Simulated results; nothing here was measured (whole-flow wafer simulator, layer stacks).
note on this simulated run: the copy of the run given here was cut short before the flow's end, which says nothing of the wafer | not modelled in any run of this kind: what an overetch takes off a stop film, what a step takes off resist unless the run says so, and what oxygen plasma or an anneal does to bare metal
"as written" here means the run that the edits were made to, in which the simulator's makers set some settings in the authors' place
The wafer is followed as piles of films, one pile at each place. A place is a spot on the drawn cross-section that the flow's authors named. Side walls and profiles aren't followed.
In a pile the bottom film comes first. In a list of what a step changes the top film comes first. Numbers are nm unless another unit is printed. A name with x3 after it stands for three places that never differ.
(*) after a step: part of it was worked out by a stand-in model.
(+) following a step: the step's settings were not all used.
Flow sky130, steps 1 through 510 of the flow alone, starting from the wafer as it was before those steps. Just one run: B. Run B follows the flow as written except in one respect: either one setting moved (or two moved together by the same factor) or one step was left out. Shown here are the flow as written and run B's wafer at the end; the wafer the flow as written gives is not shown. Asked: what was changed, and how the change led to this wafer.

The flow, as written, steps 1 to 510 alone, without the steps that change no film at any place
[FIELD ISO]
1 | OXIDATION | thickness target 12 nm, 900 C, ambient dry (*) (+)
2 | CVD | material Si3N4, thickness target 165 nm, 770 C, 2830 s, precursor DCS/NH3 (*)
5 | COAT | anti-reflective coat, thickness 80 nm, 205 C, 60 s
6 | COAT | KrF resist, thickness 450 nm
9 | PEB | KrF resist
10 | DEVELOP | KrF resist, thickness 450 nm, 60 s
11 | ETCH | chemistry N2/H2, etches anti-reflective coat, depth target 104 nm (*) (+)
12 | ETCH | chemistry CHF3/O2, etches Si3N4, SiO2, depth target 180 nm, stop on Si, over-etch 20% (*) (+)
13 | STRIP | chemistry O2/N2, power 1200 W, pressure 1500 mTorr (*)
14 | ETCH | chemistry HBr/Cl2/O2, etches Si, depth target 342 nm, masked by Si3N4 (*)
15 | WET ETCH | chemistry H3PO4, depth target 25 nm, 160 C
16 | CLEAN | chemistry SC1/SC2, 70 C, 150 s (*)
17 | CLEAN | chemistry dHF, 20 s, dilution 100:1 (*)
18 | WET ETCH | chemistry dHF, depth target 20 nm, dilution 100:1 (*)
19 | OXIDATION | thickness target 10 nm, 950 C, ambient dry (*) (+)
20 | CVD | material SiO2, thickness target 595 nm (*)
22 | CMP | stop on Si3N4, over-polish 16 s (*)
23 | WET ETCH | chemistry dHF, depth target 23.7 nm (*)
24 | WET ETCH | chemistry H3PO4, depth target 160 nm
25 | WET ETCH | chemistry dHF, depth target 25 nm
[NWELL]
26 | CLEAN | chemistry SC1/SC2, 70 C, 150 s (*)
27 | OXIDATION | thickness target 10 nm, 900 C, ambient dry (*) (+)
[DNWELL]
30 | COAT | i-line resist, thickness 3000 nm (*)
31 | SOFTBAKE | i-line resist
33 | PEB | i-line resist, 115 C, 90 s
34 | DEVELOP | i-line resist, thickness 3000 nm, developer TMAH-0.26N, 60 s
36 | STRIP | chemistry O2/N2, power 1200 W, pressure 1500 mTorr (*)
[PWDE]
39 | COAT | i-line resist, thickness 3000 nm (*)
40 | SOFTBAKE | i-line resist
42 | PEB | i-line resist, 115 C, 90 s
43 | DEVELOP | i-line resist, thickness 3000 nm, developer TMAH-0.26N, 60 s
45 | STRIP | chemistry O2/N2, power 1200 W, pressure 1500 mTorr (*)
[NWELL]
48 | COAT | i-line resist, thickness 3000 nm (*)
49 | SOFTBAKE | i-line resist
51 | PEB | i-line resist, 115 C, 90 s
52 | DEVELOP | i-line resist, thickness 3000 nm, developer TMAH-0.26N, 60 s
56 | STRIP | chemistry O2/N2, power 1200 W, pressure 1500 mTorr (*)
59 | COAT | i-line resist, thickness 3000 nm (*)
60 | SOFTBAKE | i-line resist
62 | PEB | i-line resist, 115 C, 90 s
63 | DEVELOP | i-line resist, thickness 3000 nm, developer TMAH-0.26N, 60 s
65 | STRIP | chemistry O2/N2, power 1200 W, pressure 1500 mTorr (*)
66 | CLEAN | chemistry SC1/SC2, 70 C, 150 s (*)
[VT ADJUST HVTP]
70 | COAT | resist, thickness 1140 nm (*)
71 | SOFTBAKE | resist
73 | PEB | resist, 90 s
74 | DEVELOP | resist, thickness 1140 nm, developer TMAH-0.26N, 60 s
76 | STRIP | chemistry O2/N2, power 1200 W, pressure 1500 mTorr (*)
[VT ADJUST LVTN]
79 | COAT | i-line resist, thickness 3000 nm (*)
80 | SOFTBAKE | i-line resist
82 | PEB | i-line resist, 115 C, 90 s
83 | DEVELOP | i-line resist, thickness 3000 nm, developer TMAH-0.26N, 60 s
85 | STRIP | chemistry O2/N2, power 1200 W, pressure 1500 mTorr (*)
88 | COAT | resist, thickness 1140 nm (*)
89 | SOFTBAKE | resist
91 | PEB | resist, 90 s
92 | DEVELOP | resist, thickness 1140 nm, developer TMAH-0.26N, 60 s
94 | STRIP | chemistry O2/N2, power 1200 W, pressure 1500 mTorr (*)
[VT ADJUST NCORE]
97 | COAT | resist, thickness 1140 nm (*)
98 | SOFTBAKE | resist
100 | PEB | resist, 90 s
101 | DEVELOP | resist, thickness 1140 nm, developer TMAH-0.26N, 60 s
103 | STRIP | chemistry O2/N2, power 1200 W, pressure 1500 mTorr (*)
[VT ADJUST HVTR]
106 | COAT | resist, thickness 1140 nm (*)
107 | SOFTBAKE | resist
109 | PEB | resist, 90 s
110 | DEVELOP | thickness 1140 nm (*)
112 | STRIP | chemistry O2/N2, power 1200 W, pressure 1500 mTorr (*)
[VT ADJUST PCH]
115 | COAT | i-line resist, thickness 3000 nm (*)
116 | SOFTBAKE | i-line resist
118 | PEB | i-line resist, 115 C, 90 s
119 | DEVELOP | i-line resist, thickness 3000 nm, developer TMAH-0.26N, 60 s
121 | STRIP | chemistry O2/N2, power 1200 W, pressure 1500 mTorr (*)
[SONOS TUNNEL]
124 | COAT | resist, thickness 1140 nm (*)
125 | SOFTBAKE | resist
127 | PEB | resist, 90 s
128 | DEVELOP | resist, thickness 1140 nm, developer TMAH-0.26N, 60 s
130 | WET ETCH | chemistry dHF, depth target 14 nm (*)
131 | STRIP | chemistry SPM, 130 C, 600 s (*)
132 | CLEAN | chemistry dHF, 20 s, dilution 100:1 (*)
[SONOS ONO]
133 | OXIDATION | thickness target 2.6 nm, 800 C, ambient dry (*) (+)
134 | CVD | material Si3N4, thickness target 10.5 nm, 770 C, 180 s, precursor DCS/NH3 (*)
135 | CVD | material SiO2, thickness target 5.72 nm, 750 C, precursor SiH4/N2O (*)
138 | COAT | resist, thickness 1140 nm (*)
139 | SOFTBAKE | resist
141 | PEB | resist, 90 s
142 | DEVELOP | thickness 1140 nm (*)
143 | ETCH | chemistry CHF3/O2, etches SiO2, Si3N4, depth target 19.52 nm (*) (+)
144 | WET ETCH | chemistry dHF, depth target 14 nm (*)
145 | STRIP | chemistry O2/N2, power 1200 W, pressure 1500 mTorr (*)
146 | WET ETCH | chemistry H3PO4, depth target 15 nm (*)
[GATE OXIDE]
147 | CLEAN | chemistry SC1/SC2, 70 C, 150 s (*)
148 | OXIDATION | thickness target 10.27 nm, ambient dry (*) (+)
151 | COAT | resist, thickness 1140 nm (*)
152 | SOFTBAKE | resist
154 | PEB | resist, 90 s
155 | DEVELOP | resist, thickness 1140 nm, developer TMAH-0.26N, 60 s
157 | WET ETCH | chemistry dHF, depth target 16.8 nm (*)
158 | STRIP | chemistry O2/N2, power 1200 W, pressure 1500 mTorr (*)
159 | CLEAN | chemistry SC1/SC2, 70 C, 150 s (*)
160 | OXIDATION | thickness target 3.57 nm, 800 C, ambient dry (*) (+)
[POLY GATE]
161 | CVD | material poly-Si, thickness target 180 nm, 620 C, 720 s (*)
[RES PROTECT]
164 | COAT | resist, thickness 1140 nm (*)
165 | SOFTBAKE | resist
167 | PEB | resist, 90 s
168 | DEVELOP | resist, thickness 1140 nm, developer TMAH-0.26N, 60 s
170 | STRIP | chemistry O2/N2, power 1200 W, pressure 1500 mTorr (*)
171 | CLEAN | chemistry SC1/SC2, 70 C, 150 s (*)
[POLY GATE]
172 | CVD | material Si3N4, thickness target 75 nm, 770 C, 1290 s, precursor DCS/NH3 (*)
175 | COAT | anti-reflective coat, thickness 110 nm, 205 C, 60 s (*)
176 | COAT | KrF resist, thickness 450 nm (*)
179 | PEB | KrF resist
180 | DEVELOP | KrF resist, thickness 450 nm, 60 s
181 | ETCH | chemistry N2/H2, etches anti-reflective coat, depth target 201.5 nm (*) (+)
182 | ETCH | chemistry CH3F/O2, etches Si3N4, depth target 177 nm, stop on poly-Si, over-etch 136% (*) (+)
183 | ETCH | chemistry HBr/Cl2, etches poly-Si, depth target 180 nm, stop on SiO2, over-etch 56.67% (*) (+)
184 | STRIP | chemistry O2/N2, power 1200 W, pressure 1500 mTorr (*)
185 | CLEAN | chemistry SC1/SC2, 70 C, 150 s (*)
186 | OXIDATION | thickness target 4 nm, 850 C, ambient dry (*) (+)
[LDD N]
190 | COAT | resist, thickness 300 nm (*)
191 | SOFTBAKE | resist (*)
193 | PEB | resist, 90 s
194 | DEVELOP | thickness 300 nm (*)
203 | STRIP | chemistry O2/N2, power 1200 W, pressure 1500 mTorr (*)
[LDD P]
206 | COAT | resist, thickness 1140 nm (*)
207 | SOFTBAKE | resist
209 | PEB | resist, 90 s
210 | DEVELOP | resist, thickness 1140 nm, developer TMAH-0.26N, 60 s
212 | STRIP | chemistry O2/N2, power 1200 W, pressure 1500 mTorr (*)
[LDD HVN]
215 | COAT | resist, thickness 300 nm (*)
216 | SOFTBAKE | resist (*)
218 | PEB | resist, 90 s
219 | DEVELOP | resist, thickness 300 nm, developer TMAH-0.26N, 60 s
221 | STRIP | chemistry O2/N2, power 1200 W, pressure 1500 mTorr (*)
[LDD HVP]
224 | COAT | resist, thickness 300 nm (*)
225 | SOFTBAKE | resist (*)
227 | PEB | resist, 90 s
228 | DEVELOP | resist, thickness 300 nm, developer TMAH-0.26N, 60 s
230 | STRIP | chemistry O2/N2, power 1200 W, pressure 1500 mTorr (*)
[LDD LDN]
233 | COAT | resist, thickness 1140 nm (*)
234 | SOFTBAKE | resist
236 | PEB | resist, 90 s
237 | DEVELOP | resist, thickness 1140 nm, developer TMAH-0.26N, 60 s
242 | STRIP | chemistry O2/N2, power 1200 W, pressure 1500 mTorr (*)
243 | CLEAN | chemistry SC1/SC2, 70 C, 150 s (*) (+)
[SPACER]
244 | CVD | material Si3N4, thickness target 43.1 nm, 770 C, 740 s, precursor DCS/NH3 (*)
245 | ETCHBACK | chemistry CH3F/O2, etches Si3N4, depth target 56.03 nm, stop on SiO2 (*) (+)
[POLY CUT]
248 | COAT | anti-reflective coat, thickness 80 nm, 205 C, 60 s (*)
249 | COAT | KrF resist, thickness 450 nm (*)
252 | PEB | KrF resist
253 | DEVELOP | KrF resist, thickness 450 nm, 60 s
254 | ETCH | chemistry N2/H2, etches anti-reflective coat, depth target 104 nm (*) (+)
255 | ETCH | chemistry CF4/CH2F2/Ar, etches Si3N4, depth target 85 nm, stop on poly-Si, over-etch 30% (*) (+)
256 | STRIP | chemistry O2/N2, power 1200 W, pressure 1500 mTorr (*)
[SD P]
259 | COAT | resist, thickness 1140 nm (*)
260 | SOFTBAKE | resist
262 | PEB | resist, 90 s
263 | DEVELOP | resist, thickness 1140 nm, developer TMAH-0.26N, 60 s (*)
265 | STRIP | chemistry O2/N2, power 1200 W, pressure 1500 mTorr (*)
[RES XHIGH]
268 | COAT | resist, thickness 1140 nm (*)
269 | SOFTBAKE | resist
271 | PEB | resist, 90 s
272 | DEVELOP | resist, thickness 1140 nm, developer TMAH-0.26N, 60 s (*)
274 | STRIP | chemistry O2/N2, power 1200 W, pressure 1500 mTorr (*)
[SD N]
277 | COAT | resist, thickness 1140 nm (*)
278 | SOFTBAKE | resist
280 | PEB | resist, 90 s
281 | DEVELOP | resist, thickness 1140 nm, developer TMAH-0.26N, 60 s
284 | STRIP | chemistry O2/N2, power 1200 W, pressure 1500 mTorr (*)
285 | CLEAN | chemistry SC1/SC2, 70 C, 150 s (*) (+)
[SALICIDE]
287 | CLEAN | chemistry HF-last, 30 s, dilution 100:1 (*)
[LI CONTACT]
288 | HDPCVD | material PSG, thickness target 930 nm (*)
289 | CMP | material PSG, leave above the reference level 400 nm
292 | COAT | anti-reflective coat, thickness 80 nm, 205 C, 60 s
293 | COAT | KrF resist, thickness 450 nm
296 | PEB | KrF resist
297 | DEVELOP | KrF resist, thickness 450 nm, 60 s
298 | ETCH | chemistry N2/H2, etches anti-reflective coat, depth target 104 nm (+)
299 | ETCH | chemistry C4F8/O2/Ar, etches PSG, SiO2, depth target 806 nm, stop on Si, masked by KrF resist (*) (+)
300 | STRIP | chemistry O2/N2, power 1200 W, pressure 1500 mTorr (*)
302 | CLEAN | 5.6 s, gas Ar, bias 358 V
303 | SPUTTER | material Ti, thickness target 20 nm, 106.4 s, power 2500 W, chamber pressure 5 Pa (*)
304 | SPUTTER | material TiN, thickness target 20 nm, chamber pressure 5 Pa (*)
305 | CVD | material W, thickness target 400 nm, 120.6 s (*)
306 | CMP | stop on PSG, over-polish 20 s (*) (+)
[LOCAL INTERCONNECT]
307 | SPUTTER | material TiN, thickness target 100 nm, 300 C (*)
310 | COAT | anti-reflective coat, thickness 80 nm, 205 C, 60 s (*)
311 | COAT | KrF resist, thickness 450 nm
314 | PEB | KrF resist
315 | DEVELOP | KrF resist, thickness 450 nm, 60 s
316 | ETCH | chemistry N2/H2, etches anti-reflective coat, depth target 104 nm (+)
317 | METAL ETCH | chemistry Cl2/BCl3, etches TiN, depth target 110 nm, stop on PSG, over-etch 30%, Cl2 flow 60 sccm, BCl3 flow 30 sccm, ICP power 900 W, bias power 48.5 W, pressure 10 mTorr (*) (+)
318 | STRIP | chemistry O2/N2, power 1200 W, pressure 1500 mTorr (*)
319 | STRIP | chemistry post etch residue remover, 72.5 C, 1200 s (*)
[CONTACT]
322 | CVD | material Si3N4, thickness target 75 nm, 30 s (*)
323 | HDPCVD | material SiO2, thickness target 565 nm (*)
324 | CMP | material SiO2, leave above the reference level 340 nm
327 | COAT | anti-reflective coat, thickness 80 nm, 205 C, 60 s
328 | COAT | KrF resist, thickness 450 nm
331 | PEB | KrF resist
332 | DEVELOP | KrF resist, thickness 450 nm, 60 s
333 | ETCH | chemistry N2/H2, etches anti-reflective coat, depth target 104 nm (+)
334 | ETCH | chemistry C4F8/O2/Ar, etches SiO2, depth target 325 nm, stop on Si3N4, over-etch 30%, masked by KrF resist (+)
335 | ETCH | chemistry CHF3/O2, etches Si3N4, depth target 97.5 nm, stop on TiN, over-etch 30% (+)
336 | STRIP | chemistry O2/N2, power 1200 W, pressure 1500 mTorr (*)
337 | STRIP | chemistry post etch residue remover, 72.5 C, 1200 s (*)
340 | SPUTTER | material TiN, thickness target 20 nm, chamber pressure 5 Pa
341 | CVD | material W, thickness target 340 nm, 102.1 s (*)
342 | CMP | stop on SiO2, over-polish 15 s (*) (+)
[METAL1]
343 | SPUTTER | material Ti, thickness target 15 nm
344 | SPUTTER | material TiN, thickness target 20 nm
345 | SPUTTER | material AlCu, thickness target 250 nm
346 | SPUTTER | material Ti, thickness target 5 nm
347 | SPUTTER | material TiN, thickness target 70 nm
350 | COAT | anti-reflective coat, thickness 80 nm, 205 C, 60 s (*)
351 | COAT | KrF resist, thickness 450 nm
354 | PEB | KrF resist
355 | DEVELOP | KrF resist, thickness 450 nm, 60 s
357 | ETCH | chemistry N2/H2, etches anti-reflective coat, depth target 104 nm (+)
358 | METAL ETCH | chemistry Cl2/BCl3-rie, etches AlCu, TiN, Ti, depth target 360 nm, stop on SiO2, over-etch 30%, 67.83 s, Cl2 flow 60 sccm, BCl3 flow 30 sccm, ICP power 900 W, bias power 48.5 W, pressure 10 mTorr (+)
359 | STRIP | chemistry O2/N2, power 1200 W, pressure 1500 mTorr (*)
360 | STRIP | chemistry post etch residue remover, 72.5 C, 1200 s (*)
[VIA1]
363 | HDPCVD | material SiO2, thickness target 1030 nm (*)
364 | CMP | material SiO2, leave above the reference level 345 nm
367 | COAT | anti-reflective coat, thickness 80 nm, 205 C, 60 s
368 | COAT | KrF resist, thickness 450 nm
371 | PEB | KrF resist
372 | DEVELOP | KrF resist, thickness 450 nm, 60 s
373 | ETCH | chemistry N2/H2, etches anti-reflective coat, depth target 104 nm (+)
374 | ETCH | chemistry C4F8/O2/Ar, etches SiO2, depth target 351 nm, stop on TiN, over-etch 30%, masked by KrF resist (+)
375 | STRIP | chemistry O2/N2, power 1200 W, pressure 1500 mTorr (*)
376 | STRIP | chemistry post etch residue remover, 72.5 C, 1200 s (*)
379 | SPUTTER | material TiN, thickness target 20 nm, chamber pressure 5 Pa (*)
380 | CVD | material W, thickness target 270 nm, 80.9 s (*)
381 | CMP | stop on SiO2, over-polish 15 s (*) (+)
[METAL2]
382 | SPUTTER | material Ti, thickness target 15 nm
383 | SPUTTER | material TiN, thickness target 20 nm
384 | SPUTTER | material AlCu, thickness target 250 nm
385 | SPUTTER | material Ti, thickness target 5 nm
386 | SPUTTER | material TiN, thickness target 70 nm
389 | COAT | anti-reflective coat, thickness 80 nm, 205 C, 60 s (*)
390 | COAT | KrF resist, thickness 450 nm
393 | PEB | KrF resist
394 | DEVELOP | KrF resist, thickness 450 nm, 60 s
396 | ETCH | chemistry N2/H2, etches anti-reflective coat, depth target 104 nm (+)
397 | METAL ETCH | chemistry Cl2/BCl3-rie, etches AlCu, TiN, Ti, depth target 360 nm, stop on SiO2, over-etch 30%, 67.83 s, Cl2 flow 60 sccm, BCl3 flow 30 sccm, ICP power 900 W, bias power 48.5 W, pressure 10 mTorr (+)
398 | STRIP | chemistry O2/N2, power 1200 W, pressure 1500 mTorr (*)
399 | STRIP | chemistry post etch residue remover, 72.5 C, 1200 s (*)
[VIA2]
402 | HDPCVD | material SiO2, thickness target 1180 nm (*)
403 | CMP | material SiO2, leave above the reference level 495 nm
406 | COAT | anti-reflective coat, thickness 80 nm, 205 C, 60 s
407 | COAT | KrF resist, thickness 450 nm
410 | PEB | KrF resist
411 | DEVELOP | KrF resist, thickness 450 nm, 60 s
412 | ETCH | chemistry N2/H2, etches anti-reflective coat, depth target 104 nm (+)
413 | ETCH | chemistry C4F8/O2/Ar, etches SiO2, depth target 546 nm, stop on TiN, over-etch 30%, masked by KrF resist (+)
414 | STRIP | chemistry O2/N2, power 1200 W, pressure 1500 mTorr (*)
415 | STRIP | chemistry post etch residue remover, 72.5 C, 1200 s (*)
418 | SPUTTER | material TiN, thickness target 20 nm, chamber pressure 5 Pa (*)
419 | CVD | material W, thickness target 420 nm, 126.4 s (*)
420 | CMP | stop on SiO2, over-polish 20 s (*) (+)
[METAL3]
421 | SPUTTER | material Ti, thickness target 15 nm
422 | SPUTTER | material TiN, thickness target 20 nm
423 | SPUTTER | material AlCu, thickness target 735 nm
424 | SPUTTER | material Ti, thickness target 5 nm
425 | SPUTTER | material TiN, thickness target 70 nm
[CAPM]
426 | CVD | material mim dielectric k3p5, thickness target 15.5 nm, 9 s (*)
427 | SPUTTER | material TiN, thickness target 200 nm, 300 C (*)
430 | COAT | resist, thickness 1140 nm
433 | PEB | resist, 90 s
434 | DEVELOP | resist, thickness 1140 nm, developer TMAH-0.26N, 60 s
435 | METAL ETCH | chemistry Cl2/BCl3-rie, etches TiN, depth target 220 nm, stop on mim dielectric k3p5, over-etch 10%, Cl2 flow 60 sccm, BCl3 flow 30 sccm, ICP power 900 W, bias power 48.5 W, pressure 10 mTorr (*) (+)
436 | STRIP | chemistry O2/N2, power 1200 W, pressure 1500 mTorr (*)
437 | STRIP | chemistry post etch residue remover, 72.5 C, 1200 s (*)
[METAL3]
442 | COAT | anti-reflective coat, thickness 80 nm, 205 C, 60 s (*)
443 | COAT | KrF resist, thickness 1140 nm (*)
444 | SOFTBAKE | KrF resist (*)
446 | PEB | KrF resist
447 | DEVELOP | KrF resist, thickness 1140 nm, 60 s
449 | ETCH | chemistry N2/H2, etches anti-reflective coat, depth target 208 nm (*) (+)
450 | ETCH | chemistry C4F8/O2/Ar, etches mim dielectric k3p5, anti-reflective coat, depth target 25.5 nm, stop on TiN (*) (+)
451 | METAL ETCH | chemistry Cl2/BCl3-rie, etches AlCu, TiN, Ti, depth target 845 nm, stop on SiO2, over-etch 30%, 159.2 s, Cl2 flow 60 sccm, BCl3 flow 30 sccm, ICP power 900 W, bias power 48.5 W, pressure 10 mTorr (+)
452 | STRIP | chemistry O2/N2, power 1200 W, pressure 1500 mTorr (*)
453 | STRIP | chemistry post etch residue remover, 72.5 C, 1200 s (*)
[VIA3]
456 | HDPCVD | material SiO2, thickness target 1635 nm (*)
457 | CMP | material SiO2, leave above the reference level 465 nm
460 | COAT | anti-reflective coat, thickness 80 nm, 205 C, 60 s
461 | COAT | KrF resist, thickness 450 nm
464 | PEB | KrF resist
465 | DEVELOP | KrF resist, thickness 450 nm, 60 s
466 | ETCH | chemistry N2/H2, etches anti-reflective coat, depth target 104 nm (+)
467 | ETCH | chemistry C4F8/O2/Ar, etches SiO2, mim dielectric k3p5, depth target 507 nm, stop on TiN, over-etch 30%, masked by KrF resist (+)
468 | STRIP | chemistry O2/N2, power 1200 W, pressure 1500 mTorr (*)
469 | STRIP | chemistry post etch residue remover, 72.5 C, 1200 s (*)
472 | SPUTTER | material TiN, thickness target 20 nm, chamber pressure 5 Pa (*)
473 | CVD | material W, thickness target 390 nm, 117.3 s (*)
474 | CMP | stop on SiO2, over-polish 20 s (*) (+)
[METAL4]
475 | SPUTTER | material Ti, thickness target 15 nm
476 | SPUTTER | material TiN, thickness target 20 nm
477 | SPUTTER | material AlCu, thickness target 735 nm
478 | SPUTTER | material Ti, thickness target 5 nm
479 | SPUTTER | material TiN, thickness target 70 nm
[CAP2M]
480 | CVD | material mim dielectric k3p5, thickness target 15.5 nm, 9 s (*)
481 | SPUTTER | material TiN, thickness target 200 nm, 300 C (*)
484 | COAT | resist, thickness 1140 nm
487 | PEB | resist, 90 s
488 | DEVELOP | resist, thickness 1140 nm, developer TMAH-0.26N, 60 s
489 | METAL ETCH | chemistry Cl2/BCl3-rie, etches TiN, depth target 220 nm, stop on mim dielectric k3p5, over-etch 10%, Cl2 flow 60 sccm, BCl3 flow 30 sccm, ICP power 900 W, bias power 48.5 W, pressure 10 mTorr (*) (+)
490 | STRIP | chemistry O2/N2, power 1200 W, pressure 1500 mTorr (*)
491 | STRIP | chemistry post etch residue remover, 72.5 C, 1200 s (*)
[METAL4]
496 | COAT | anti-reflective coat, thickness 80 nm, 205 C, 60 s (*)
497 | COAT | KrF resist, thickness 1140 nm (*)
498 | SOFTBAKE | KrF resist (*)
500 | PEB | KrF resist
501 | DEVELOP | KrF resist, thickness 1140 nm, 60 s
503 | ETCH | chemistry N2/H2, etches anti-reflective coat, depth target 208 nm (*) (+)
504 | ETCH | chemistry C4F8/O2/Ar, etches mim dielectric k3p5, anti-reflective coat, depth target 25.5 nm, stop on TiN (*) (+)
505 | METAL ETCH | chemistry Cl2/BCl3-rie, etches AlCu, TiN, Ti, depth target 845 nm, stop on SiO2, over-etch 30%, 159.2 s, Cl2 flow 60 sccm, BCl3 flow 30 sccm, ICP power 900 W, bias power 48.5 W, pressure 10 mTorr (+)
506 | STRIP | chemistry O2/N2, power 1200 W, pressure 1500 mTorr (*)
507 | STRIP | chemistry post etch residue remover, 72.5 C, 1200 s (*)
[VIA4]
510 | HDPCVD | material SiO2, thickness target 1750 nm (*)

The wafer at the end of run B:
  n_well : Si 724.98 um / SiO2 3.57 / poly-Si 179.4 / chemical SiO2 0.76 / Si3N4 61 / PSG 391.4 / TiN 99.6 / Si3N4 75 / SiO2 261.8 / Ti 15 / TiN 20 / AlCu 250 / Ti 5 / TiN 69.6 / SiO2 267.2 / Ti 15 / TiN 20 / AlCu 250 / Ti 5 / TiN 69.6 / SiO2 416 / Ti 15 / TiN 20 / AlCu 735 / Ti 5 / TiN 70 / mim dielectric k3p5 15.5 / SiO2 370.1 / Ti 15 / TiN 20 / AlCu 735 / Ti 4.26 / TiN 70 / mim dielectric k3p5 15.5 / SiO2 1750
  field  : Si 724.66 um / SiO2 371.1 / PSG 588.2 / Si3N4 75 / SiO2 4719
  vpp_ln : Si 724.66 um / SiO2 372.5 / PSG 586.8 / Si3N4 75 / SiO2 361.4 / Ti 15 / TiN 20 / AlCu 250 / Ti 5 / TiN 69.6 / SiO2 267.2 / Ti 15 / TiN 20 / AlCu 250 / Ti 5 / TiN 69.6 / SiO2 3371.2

What caused this: step 478, SPUTTER: thickness target 4.26 nm was run, whereas the flow has thickness target 5 nm.
The wafer lets one read it off: n_well has Ti 4.26, and step 478 as written asks for 5 nm.

How this came from the change, step by step:
  478 | SPUTTER | material Ti, thickness target 5 nm
      field, active, n_well and 189 more: +4.26 Ti (new film) (as written it would have been: +5 Ti (new film))
  505 | METAL ETCH | chemistry Cl2/BCl3-rie, etches AlCu, TiN, Ti, depth target 845 nm, stop on SiO2, over-etch 30%, 159.2 s, Cl2 flow 60 sccm, BCl3 flow 30 sccm, ICP power 900 W, bias power 48.5 W, pressure 10 mTorr (+)
      field, active, gate and 70 more: -70 TiN (all of it), -4.26 Ti (all of it), -735 AlCu (all of it), -20 TiN (all of it), -15 Ti (all of it), -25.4 SiO2 (as written it would have been: -70 TiN (all of it), -5 Ti (all of it), -735 AlCu (all of it), -20 TiN (all of it), -15 Ti (all of it), -25.4 SiO2)
      vpp_iso1, mim_edge_plate, m1_ln and 12 more: -70 TiN (all of it), -4.26 Ti (all of it), -735 AlCu (all of it), -20 TiN (all of it), -15 Ti (all of it), -25.4 SiO2 (as written it would have been: -70 TiN (all of it), -5 Ti (all of it), -735 AlCu (all of it), -20 TiN (all of it), -15 Ti (all of it), -25.3 SiO2)
